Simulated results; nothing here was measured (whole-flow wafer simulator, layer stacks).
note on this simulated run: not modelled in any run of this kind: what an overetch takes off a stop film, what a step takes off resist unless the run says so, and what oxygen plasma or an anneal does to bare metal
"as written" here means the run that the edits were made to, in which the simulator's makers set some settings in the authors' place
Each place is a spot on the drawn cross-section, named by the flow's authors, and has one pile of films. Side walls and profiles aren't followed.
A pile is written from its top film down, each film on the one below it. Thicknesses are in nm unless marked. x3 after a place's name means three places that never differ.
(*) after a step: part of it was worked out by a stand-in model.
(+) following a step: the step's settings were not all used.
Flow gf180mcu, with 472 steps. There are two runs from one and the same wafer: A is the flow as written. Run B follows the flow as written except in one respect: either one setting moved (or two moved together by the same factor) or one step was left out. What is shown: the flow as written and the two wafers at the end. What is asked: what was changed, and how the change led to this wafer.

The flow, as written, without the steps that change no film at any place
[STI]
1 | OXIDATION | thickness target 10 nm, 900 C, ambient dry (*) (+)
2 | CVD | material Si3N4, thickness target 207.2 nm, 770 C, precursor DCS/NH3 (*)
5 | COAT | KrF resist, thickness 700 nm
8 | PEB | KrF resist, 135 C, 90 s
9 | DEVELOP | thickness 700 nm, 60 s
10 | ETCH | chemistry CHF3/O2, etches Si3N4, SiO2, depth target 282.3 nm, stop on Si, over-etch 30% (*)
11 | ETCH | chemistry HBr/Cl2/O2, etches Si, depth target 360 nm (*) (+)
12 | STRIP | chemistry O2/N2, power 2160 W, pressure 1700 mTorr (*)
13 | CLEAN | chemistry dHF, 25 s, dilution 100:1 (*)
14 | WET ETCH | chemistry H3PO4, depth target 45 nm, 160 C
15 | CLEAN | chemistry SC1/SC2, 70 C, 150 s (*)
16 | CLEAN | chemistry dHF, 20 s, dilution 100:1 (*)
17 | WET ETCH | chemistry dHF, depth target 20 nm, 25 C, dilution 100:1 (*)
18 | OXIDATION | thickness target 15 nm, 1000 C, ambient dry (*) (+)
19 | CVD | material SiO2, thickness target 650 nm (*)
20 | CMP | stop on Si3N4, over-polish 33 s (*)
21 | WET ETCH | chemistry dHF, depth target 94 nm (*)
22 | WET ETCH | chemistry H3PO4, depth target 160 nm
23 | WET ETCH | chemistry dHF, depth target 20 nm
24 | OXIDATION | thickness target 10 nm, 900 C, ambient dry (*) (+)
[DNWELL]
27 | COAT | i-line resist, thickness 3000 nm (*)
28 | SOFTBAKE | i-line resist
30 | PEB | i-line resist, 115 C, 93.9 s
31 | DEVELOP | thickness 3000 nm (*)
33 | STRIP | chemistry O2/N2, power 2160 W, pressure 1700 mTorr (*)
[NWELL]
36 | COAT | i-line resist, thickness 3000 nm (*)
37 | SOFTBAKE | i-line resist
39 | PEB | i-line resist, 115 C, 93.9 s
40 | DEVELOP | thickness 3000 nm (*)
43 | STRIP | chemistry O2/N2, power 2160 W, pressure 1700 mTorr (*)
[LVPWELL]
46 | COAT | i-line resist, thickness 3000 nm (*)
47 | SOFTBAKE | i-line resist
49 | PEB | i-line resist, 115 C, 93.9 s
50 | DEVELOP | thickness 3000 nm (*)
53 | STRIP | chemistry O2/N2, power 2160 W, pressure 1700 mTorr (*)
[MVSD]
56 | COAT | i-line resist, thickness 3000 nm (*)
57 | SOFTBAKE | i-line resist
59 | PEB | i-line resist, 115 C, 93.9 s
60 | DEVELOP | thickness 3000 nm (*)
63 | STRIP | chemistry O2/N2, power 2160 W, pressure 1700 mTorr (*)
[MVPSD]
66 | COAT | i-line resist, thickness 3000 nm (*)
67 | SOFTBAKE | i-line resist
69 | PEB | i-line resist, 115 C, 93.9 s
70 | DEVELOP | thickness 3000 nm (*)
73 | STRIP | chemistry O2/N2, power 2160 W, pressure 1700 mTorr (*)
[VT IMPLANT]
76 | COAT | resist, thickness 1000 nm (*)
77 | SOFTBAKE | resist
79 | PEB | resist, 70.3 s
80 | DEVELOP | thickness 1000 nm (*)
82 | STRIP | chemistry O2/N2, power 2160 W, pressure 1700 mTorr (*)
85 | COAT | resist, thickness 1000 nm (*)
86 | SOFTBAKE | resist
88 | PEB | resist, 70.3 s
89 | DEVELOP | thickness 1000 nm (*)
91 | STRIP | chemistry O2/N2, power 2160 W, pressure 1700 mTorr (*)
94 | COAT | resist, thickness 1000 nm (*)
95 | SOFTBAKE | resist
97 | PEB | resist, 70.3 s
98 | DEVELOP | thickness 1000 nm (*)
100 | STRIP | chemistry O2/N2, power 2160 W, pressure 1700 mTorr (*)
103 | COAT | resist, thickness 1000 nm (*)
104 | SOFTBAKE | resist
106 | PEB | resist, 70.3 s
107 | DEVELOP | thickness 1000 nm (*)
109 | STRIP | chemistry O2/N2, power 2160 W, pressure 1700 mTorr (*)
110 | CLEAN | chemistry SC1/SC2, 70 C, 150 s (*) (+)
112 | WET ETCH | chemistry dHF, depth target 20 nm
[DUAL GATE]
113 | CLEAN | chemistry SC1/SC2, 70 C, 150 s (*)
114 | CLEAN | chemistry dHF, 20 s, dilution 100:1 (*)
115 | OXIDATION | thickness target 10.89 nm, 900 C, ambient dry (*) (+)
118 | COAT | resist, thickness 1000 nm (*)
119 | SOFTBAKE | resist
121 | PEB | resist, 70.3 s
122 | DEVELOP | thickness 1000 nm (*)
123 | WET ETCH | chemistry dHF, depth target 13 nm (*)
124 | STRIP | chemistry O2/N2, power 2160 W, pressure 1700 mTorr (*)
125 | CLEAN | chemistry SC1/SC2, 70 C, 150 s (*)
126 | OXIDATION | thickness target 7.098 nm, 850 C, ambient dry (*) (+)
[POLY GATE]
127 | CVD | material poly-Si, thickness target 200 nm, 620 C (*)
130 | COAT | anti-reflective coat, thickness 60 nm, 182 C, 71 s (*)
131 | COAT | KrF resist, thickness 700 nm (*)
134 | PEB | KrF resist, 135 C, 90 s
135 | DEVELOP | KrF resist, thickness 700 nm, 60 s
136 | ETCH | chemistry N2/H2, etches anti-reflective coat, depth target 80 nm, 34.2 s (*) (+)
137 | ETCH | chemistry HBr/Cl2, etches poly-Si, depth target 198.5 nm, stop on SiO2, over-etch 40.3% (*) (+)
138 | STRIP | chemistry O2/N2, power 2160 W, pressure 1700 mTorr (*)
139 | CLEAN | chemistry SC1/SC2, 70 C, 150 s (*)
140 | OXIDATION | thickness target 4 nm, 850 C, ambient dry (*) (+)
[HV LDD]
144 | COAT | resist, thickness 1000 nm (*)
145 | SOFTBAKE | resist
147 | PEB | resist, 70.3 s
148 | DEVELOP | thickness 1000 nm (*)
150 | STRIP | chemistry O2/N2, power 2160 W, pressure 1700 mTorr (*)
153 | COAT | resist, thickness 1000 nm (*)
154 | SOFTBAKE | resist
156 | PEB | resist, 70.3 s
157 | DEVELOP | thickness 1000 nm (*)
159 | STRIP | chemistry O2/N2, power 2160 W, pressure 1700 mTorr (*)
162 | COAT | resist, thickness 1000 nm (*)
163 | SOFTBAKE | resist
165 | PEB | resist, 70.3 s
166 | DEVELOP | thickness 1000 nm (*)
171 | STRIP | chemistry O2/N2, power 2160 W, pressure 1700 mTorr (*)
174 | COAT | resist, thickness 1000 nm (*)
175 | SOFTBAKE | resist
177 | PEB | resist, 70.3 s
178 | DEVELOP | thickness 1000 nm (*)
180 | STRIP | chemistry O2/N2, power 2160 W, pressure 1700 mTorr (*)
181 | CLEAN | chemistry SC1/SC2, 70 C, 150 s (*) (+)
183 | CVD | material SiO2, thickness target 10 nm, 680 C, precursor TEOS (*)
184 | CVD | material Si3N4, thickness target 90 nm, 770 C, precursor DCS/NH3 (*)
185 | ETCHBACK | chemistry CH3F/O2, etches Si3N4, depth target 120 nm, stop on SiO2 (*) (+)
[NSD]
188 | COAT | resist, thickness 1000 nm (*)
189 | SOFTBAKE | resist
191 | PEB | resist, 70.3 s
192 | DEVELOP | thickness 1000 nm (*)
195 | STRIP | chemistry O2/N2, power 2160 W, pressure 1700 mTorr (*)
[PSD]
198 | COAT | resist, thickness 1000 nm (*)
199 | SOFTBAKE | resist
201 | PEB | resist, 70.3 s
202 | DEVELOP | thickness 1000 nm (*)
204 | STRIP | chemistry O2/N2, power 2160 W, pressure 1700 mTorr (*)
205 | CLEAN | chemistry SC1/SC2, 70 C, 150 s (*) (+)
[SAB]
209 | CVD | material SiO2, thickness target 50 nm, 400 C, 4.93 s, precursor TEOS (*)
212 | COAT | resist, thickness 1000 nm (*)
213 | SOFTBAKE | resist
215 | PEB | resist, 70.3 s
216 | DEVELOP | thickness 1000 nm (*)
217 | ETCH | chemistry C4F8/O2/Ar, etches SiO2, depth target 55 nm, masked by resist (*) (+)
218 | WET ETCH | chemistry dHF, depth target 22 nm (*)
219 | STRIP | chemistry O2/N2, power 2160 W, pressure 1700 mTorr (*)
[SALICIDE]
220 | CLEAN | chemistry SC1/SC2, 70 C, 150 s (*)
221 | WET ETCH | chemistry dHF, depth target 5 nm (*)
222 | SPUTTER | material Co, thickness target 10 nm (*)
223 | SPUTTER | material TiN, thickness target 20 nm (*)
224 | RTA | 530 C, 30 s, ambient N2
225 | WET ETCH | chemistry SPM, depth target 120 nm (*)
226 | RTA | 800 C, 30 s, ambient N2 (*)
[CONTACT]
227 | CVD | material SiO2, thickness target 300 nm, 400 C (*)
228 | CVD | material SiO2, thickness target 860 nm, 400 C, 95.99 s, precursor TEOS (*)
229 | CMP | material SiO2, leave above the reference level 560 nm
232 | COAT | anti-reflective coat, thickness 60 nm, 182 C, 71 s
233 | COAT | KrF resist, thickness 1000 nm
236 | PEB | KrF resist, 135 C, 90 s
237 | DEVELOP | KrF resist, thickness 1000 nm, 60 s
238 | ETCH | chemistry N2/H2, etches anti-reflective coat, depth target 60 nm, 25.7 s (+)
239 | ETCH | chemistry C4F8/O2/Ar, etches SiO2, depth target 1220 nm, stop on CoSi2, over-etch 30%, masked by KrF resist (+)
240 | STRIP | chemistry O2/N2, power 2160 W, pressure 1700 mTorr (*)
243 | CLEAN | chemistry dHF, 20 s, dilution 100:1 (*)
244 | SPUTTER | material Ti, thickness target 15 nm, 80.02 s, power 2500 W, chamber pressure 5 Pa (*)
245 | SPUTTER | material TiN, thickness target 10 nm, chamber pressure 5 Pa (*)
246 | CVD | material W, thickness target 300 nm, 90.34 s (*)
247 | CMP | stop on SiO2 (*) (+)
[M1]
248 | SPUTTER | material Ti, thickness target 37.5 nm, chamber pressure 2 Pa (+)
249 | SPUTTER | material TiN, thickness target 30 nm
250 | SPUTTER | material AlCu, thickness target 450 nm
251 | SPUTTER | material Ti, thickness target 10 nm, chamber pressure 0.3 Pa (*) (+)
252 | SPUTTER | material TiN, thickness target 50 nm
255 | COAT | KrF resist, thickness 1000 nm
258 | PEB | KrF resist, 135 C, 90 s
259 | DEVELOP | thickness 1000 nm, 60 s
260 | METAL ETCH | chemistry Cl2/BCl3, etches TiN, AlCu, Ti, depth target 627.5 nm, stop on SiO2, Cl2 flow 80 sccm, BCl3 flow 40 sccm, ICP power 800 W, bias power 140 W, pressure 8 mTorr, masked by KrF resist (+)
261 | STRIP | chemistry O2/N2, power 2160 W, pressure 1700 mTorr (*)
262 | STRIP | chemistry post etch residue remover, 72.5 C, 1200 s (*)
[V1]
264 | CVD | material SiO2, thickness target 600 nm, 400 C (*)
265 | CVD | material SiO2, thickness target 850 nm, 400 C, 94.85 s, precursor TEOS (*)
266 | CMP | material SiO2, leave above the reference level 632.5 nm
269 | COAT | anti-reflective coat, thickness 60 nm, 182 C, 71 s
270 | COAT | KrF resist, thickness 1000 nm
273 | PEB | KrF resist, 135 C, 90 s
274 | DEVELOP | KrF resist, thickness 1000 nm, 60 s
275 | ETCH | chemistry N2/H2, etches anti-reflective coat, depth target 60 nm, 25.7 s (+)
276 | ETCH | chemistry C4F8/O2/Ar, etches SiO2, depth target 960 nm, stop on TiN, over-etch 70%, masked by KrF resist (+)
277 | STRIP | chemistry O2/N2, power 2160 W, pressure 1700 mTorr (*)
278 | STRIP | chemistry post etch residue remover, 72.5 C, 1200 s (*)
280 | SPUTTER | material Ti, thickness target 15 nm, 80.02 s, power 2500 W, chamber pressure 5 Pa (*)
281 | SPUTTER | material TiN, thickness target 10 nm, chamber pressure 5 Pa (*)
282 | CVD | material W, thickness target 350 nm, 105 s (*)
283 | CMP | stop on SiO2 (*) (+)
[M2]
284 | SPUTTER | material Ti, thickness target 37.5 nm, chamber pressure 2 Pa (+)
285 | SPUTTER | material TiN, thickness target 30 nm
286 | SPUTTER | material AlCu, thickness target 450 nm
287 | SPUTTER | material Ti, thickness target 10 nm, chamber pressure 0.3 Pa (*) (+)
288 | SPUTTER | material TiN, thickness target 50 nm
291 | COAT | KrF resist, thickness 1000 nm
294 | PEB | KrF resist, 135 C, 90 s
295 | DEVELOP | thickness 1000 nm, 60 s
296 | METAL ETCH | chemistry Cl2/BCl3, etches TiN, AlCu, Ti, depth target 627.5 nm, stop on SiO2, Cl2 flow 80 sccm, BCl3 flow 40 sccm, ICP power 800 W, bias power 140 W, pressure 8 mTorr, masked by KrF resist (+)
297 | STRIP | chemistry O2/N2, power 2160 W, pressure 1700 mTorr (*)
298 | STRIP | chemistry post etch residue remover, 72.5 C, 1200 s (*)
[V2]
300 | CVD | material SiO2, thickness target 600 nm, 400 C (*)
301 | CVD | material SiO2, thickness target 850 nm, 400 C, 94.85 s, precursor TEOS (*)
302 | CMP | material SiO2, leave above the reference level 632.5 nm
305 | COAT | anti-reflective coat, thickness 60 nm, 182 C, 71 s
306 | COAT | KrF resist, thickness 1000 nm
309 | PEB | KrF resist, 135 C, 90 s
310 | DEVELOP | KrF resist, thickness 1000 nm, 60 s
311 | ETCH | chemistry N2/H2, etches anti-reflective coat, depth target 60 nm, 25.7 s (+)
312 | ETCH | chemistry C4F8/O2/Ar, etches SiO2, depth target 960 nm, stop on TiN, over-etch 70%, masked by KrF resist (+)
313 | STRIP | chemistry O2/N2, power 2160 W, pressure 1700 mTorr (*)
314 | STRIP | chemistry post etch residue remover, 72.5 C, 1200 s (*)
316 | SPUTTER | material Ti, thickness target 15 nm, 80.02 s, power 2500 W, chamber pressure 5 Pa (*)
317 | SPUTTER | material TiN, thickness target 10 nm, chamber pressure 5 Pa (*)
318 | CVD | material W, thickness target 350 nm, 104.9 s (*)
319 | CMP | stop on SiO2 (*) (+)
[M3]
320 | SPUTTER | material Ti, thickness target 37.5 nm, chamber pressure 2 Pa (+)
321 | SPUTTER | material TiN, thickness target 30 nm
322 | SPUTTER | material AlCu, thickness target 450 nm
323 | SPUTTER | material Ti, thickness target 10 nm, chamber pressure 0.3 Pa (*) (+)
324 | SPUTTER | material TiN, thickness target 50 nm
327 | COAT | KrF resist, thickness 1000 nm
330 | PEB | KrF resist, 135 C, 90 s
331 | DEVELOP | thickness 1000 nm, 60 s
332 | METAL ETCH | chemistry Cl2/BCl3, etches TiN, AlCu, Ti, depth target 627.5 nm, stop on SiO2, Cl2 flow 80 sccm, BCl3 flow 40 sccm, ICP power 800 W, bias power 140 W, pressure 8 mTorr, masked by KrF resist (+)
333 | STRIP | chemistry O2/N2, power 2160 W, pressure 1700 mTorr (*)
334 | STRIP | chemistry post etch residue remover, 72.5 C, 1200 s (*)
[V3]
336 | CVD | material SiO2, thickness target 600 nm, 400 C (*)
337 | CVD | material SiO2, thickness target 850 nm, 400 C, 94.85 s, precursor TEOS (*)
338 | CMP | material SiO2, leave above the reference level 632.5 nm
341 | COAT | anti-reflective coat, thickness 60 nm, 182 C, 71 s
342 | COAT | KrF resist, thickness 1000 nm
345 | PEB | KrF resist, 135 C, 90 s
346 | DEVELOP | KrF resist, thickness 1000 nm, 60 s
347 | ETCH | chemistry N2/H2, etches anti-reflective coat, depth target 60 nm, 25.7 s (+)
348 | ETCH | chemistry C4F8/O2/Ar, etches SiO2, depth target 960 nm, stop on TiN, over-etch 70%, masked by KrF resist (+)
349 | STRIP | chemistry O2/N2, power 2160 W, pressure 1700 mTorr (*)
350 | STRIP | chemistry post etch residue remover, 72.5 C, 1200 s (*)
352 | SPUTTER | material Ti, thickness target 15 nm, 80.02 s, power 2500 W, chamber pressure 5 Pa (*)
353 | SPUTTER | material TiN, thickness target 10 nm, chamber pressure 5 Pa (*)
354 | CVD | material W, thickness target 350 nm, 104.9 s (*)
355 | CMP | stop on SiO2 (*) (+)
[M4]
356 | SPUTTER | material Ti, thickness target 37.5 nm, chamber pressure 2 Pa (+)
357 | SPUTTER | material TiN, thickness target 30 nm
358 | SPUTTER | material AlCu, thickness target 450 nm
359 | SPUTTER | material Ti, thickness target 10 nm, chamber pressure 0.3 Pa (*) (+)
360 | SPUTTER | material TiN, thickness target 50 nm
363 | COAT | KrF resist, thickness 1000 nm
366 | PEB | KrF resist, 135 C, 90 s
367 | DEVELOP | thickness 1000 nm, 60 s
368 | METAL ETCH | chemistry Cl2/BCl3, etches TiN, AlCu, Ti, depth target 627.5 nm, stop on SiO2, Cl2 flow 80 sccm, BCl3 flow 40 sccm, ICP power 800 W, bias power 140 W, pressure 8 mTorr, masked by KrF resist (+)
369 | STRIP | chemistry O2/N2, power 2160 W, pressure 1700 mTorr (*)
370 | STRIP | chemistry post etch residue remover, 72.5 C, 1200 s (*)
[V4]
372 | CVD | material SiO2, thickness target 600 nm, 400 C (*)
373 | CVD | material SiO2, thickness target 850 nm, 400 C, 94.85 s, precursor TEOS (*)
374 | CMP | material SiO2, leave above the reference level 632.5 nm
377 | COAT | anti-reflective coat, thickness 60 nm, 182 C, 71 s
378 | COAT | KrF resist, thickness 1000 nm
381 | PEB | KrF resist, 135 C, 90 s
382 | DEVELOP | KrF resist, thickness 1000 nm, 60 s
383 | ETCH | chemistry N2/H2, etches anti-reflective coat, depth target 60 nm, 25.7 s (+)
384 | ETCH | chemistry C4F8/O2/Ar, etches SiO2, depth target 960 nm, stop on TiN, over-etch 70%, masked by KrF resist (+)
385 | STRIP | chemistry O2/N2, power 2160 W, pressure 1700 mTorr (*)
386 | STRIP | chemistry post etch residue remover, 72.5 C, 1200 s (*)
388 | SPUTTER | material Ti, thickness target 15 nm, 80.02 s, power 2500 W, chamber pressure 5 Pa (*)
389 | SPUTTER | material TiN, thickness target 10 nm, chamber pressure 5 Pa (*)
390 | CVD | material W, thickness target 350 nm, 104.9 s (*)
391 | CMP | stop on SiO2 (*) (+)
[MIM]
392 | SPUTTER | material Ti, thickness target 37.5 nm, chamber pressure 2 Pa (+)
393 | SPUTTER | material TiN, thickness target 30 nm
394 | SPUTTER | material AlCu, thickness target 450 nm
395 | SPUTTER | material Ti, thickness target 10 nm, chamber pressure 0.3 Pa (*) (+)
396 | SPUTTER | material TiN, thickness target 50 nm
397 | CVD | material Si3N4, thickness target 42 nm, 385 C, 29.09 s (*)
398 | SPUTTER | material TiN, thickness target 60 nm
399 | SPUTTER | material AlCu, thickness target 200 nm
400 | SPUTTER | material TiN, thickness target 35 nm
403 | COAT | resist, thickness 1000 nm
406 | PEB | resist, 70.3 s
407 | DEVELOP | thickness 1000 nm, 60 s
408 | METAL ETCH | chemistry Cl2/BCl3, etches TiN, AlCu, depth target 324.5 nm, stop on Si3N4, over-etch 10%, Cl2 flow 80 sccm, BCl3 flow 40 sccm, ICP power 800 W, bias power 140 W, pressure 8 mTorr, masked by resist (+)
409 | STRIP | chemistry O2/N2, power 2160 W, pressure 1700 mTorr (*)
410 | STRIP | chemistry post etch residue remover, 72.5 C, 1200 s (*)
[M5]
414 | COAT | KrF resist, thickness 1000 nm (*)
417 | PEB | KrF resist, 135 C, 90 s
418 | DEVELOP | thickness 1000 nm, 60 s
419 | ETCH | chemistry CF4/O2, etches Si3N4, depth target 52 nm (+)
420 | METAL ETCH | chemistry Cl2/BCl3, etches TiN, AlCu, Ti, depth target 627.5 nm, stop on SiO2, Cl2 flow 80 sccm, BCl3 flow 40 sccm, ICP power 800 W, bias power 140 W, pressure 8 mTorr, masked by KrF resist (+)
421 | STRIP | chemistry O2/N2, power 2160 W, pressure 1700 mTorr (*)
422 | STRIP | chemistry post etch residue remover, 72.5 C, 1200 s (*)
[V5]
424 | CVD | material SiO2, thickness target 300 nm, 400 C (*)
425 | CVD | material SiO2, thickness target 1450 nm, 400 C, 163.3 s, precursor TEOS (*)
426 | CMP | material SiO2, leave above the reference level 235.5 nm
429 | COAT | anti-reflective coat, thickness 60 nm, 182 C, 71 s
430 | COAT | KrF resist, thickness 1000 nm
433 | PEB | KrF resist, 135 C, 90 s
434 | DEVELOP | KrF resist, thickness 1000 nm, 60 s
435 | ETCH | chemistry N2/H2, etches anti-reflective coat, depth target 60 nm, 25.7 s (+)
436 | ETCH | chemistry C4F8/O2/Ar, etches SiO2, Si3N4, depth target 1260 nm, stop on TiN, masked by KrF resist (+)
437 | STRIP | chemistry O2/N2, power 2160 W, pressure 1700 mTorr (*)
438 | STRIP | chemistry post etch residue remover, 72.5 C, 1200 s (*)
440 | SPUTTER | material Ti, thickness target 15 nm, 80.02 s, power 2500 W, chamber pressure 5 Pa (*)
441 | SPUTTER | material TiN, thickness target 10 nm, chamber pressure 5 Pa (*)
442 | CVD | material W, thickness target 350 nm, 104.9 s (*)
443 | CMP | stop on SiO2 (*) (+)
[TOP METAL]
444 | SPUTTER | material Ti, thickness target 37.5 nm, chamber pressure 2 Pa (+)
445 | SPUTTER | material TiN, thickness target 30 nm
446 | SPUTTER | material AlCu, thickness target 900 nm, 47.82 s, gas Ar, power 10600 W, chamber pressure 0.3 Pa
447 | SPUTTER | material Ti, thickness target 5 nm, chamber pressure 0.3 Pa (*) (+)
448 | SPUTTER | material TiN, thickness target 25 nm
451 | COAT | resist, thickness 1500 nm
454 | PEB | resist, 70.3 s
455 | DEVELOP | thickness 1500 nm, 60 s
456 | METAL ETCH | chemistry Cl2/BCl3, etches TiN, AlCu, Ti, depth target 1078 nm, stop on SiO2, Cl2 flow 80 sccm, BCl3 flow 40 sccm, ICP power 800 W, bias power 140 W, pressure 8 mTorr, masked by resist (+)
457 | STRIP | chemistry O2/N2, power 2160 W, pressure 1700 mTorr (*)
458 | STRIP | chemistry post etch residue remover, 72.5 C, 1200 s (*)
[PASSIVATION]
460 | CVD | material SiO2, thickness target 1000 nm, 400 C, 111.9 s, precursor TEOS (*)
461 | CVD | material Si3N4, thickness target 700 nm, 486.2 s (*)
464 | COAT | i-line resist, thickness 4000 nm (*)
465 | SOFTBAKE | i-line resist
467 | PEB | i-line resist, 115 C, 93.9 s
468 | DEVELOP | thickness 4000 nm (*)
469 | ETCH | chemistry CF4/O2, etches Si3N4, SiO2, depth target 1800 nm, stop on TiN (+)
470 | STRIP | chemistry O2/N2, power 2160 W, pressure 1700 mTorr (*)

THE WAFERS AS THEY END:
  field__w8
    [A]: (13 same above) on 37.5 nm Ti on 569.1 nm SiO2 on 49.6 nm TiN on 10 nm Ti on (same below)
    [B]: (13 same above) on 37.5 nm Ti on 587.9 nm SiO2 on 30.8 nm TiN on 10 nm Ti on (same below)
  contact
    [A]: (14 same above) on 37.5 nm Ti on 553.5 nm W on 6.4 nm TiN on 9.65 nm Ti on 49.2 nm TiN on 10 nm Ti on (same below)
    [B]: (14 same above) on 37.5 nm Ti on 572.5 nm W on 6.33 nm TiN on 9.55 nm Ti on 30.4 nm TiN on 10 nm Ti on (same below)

What caused this: step 360, SPUTTER: thickness target 31.2 nm was run, though the flow has thickness target 50 nm.

How this came from the change, step by step:
  360 | SPUTTER | material TiN, thickness target 50 nm
      field, field__w1, field__w2 and 108 more: A +50 TiN (new film) | B +31.2 TiN (new film)
  368 | METAL ETCH | chemistry Cl2/BCl3, etches TiN, AlCu, Ti, depth target 627.5 nm, stop on SiO2, Cl2 flow 80 sccm, BCl3 flow 40 sccm, ICP power 800 W, bias power 140 W, pressure 8 mTorr, masked by KrF resist (+)
      field, field__w1, field__w2 and 103 more: A -50 TiN (all of it), -10 Ti (all of it), -450 AlCu (all of it), -30 TiN (all of it), -37.5 Ti (all of it) | B -31.2 TiN (all of it), -10 Ti (all of it), -450 AlCu (all of it), -30 TiN (all of it), -37.5 Ti (all of it)
  374 | CMP | material SiO2, leave above the reference level 632.5 nm
      field__w8, contact, m1, m1__w1, m1_nw: A -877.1 SiO2 | B -858.3 SiO2
  384 | ETCH | chemistry C4F8/O2/Ar, etches SiO2, depth target 960 nm, stop on TiN, over-etch 70%, masked by KrF resist (+)
      contact: A -572.5 SiO2 (all of it) | B -591.3 SiO2 (all of it)
